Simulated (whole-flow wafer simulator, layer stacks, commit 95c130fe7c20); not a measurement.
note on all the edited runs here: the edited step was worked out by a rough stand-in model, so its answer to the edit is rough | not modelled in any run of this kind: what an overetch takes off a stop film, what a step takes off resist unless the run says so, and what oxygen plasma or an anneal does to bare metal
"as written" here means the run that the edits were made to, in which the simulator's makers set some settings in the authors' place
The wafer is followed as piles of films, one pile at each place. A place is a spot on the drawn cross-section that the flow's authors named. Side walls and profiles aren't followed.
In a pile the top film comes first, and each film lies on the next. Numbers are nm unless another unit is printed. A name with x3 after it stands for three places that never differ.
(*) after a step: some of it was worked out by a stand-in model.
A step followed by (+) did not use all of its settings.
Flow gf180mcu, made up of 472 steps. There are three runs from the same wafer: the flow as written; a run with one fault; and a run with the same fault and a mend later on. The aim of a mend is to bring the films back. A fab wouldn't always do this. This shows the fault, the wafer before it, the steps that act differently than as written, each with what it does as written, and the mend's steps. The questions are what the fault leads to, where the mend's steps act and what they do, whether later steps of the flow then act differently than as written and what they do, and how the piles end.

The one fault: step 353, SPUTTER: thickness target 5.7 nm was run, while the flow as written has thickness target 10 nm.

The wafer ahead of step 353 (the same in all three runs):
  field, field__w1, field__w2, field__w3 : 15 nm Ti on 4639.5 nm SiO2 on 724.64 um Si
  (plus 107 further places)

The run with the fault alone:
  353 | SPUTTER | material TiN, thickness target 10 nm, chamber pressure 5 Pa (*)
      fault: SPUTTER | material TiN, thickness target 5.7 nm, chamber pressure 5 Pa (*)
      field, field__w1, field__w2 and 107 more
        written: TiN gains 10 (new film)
        fault: TiN gains 5.7 (new film)
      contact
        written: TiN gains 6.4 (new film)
        fault: TiN gains 3.65 (new film)
  Steps further on in the flow that do not act as written (1 other step is not shown; it differs only slightly, by no more than 2% or 0.5 nm, whichever is larger):
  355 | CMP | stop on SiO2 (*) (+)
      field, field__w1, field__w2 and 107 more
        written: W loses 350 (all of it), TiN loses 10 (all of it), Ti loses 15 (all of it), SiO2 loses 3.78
        fault: W loses 350 (all of it), TiN loses 5.7 (all of it), Ti loses 15 (all of it), SiO2 loses 3.74
  At contact, the piles at the end differ from the flow's by more than 2% or 0.5 nm, whichever is larger.
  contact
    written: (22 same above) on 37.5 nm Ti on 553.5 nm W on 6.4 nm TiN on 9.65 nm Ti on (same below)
    fault: (22 same above) on 37.5 nm Ti on 556.3 nm W on 3.65 nm TiN on 9.65 nm Ti on (same below)

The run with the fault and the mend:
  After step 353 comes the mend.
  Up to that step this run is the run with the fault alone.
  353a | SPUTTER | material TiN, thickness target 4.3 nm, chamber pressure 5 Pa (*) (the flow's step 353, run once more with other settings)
      field, field__w1, field__w2 and 107 more
        TiN gains 4.3
      contact
        TiN gains 2.75
  None of the later steps of the flow acts differently than as written at any place that is followed.
  The piles end the same as the flow's at every place that both follow.
